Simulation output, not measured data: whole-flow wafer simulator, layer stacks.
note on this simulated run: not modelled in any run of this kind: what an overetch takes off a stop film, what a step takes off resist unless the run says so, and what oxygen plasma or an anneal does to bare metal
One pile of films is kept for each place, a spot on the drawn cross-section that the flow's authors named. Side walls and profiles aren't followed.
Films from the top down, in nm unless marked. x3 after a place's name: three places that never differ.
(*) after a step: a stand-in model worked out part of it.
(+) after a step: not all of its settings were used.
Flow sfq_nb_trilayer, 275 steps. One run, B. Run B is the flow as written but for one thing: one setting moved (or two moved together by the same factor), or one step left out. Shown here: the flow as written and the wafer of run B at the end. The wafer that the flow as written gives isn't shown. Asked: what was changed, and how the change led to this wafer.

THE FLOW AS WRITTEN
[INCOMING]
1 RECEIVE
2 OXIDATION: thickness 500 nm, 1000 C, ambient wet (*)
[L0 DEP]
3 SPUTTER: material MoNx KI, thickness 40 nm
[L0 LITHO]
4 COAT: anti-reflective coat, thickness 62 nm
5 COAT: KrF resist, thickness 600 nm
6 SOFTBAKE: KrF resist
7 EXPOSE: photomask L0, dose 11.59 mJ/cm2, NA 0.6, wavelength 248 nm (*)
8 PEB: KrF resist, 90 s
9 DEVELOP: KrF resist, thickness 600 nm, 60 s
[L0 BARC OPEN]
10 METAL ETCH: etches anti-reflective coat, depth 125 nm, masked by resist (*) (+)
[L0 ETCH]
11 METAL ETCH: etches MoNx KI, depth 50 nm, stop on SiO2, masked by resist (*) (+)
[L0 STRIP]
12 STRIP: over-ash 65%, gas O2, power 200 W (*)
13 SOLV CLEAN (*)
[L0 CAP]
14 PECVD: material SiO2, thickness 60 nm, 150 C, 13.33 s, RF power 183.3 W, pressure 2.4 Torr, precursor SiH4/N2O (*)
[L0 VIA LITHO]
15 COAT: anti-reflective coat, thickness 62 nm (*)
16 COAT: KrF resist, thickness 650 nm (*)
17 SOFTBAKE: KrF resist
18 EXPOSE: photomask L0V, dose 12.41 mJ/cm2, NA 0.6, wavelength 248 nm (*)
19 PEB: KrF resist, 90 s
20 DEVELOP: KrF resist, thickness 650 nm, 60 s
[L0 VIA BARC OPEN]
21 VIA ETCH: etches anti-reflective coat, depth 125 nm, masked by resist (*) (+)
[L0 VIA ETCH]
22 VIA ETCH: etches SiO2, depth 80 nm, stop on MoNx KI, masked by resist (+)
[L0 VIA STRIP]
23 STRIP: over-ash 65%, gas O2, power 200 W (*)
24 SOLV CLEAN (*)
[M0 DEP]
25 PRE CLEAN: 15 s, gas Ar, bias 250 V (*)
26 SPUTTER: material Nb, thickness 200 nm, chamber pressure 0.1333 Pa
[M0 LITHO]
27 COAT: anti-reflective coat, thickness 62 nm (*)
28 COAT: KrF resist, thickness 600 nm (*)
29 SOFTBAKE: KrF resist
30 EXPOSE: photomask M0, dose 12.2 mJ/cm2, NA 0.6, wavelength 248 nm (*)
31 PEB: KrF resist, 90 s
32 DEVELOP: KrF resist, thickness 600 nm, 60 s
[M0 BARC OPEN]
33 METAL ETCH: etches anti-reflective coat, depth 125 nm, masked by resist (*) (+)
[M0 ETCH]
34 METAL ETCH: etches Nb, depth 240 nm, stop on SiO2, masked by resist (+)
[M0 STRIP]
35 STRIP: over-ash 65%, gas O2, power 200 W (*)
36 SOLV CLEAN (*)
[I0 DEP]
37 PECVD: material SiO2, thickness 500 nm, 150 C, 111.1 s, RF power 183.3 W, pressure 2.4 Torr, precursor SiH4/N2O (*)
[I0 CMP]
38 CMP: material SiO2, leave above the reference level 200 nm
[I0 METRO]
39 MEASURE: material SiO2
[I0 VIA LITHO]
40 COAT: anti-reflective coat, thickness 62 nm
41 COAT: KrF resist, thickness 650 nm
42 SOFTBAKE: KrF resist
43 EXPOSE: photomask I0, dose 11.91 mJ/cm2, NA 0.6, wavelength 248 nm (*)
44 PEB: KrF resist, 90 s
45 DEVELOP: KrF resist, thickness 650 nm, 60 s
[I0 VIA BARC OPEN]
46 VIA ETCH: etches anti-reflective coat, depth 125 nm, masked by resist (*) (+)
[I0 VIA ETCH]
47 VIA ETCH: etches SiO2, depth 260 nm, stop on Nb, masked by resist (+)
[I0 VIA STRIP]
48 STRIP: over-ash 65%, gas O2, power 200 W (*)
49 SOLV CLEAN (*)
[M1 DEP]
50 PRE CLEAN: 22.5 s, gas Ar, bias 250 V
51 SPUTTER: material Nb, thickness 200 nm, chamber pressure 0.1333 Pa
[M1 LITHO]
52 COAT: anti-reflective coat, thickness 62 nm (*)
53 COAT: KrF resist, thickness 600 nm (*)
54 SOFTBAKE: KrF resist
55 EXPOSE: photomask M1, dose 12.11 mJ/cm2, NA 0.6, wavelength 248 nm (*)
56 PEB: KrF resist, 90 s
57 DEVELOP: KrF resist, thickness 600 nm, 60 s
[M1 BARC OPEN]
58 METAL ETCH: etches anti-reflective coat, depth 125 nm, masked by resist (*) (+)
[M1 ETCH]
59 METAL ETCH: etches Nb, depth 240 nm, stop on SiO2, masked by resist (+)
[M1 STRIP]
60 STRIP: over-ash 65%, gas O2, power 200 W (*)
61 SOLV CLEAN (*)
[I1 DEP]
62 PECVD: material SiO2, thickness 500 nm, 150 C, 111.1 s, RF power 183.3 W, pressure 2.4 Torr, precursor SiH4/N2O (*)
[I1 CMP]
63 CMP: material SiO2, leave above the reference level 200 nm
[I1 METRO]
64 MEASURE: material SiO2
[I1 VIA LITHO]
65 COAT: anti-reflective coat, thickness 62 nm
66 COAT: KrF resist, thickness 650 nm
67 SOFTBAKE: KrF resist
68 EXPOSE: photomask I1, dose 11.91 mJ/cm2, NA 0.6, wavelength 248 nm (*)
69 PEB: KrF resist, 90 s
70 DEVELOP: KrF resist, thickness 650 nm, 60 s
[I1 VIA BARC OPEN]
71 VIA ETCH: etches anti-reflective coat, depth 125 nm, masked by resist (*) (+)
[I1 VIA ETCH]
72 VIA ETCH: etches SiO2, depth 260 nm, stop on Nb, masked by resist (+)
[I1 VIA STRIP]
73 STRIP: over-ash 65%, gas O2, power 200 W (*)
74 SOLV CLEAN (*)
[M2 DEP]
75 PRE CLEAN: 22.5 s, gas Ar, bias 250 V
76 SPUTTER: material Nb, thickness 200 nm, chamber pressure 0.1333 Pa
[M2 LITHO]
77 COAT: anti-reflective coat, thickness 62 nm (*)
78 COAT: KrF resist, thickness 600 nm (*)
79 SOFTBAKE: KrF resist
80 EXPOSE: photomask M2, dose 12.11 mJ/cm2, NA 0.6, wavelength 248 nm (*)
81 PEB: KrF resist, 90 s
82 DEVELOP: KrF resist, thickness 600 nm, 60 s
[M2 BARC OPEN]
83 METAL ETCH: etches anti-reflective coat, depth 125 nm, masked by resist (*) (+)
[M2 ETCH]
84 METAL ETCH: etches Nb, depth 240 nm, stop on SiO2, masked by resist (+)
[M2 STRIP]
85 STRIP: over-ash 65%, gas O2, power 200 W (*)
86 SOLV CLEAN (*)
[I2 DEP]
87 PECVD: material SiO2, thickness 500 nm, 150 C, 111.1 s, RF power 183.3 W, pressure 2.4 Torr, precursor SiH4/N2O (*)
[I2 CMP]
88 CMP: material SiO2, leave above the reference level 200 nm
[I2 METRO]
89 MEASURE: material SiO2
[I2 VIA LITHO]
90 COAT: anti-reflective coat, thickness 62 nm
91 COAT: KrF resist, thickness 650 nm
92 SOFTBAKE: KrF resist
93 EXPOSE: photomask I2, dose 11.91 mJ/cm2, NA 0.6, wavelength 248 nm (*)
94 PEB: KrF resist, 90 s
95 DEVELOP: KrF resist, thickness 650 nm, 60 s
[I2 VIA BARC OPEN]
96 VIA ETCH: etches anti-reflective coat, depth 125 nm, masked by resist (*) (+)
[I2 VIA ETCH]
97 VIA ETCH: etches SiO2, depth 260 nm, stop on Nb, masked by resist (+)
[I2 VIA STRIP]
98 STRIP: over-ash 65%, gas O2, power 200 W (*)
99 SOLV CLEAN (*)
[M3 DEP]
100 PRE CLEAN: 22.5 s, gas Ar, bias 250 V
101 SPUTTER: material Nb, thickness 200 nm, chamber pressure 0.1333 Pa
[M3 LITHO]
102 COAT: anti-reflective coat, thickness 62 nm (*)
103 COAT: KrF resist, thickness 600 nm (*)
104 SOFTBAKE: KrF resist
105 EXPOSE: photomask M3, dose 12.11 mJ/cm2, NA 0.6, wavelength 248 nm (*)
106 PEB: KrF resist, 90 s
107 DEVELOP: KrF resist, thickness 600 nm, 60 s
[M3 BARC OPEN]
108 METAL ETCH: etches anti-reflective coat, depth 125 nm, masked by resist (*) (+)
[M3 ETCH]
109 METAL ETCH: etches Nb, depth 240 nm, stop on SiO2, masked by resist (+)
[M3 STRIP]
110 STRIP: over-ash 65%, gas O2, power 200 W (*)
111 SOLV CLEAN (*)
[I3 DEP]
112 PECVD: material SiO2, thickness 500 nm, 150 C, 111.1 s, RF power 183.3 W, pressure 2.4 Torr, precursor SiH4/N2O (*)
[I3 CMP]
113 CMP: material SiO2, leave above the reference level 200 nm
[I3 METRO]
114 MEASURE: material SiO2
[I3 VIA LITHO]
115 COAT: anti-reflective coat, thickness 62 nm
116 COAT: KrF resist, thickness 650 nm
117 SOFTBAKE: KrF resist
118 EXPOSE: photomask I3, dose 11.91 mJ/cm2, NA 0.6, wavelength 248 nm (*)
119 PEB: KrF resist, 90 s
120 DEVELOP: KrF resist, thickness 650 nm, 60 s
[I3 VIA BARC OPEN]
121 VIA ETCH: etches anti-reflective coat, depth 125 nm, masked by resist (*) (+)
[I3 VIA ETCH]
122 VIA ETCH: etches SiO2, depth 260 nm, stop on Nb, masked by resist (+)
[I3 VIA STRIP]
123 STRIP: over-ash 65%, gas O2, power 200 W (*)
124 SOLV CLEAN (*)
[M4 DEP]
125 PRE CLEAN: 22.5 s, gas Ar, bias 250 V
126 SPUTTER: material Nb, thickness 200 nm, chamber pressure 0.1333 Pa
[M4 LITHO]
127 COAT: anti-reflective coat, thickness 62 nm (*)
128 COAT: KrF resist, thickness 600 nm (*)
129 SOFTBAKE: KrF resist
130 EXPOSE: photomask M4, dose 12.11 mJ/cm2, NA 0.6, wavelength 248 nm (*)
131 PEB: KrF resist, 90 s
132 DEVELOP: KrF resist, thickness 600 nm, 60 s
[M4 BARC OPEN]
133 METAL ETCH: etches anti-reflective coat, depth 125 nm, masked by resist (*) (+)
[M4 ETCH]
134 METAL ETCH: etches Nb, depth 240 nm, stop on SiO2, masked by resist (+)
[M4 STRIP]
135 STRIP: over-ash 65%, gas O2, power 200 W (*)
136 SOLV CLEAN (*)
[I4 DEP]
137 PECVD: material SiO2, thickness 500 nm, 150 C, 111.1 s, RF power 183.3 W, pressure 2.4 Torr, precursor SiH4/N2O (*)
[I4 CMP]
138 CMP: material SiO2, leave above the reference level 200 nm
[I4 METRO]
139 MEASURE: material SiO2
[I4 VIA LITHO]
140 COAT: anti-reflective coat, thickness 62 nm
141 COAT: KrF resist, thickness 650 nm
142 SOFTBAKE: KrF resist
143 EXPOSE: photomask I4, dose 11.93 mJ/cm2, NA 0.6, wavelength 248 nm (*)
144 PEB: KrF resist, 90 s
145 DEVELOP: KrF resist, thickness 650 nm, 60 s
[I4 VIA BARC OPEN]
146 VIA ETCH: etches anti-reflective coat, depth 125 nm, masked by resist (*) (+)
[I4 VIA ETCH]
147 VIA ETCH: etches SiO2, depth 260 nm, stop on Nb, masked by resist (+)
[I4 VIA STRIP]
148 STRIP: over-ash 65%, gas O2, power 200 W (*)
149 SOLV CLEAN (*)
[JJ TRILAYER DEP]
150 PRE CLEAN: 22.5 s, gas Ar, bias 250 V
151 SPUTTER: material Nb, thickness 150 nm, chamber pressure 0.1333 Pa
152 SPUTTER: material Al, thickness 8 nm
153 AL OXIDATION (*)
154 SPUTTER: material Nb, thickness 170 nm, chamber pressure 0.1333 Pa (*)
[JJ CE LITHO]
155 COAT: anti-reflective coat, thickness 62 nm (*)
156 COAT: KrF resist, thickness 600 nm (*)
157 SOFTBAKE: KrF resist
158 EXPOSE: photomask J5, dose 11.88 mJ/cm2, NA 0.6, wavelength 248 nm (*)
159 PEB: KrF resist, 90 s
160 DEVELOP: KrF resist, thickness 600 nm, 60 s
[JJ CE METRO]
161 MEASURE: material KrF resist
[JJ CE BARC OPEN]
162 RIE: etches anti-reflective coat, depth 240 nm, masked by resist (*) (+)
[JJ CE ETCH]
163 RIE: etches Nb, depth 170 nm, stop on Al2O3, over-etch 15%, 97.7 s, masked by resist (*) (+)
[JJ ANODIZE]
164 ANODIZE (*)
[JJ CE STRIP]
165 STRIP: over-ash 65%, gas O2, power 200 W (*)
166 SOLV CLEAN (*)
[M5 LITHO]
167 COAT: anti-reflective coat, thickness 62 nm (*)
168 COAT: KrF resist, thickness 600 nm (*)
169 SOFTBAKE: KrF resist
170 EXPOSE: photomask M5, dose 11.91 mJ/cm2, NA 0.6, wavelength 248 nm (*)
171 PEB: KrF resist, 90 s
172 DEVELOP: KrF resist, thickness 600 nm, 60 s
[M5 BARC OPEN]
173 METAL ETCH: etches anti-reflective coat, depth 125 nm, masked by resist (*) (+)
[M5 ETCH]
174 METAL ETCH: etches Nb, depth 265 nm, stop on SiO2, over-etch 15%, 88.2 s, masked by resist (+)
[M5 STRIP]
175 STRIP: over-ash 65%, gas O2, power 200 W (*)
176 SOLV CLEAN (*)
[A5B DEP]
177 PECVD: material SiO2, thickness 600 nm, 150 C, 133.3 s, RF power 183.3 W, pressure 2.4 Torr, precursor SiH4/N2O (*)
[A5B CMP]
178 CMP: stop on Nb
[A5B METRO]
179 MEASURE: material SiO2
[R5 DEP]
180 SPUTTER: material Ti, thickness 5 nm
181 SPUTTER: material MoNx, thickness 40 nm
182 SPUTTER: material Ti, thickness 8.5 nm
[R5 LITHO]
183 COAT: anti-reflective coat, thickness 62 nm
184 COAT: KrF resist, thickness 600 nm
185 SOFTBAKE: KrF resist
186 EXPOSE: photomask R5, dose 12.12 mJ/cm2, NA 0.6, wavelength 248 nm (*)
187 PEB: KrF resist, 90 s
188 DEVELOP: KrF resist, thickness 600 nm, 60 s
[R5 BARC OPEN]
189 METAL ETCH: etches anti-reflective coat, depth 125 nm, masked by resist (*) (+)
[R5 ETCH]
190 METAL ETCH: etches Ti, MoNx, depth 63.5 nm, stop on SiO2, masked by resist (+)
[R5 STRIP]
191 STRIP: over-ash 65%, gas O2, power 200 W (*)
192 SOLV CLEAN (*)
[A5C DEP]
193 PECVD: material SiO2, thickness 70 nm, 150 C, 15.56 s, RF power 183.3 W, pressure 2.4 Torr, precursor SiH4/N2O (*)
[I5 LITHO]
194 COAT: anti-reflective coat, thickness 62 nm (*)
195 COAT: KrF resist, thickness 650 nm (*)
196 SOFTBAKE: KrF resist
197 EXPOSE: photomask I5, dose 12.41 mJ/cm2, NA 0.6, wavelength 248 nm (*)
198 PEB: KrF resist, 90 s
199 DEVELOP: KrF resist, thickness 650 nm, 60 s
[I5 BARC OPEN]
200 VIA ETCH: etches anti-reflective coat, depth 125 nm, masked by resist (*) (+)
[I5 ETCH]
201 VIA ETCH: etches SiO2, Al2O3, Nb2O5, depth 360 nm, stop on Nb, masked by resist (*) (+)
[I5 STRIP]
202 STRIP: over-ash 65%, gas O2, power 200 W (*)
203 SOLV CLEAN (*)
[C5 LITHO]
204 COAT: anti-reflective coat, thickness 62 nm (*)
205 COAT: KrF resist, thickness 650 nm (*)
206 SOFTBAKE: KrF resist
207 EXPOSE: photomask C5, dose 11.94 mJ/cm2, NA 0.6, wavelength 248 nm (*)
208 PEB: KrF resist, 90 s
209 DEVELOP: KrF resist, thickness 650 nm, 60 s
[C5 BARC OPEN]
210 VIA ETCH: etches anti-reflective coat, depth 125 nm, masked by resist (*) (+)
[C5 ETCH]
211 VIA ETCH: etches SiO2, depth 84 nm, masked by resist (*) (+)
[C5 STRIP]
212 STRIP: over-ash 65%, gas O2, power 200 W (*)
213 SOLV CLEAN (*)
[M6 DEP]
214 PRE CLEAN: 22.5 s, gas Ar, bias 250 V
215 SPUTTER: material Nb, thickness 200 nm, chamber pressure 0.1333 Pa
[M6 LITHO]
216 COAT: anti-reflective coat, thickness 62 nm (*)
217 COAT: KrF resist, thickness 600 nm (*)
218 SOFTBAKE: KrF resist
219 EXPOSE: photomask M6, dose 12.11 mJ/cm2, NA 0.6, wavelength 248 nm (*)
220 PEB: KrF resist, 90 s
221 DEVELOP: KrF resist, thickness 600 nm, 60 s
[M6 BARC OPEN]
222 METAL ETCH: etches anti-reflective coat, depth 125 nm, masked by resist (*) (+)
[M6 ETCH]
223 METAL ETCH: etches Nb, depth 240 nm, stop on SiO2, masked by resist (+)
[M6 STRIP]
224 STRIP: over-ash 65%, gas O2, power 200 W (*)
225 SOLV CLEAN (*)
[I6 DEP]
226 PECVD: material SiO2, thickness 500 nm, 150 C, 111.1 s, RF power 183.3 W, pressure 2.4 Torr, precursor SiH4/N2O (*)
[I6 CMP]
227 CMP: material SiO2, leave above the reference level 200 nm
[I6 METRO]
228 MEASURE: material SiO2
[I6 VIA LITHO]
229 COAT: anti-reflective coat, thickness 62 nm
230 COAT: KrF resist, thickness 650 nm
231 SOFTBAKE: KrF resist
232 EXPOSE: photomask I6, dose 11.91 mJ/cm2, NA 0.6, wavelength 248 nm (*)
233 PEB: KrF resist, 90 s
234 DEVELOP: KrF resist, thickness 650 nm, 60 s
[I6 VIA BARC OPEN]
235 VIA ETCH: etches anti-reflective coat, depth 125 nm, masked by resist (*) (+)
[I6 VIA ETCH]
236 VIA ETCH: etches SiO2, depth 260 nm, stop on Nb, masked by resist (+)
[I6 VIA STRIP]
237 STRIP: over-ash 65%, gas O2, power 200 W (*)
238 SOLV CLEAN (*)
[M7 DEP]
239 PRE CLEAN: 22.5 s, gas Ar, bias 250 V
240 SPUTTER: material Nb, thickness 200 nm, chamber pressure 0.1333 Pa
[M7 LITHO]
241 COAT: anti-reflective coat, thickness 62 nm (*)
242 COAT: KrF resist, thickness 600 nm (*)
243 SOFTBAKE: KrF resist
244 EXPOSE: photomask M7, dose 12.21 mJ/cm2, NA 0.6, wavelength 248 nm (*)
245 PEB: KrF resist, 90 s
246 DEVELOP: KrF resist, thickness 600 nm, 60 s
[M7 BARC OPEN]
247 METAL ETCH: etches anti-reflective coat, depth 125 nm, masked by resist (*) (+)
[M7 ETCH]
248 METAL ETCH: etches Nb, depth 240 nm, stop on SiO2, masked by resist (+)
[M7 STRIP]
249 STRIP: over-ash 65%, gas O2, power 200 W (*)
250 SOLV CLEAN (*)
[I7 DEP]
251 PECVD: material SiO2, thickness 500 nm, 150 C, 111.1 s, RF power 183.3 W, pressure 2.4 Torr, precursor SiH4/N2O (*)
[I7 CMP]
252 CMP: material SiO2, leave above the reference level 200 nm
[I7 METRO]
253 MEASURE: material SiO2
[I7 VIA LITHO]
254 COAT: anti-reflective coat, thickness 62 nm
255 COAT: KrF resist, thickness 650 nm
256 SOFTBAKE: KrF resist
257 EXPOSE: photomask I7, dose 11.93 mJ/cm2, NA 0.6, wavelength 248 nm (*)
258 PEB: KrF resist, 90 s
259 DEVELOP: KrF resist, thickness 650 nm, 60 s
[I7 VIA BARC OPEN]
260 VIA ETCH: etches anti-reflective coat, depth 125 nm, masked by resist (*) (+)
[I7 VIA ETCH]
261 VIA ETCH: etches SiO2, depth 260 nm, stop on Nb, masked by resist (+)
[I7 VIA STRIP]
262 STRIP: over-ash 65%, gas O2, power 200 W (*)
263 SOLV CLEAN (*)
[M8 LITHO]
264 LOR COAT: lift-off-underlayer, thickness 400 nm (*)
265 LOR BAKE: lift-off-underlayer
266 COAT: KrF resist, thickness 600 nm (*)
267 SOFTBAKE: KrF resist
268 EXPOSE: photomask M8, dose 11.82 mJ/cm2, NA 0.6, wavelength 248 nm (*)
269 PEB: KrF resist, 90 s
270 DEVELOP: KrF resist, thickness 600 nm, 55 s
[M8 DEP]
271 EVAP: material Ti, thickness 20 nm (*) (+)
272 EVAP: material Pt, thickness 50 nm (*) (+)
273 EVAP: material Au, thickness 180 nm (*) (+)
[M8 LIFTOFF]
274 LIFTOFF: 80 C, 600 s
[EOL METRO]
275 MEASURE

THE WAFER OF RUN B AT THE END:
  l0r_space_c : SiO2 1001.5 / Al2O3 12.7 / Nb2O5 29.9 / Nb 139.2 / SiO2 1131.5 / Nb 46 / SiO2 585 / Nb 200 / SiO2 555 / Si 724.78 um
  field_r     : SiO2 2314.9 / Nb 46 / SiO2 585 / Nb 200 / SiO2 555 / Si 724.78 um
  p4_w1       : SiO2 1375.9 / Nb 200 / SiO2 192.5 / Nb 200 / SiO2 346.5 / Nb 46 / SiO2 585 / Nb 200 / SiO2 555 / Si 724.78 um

The cause: step 84, METAL ETCH: depth 154 nm was run, where the flow has depth 240 nm.

How the change led to this, step by step:
  84 METAL ETCH: etches Nb, depth 240 nm, stop on SiO2, masked by resist (+)
      field_l, be, be_sur and 81 more: Nb -154 (as written it would be: Nb -200 (all of it))
      v_sur, via_wl, via_w and 19 more: KrF resist -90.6 (as written it would be: KrF resist -141.2)
  85 STRIP: over-ash 65%, gas O2, power 200 W (*)
      wl_j_sl, wl_jj, wl_j_sr and 12 more: KrF resist -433 (all of it), anti-reflective coat -62 (all of it) (as written it would be: KrF resist -382.4 (all of it), anti-reflective coat -62 (all of it))
      v_sur: KrF resist -430.6 (all of it), anti-reflective coat -61.4 (all of it) (as written it would be: KrF resist -380 (all of it), anti-reflective coat -61.4 (all of it))
      (and at 6 more places)
  87 PECVD: material SiO2, thickness 500 nm, 150 C, 111.1 s, RF power 183.3 W, pressure 2.4 Torr, precursor SiH4/N2O (*)
      field_l, be, be_sur and 81 more: SiO2 +500 (new film) (as written it would be: SiO2 +500)
  88 CMP: material SiO2, leave above the reference level 200 nm
      field_l, be, be_sur and 81 more: SiO2 -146 (as written it would be: SiO2 -100)
Counting metal films that touch as one body, l0r_space_c has 3 bodies (between them, from the top down: SiO2 1131.5; SiO2 585); the flow as written gives 2 bodies (between them, from the top down: SiO2 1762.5).
Counting metal films that touch as one body, field_r has 2 bodies (between them, from the top down: SiO2 585); the flow as written gives 1 body.
Counting metal films that touch as one body, p4_w1 has 4 bodies (between them, from the top down: SiO2 192.5; SiO2 346.5; SiO2 585); the flow as written gives 3 bodies (between them, from the top down: SiO2 192.5; SiO2 977.5).
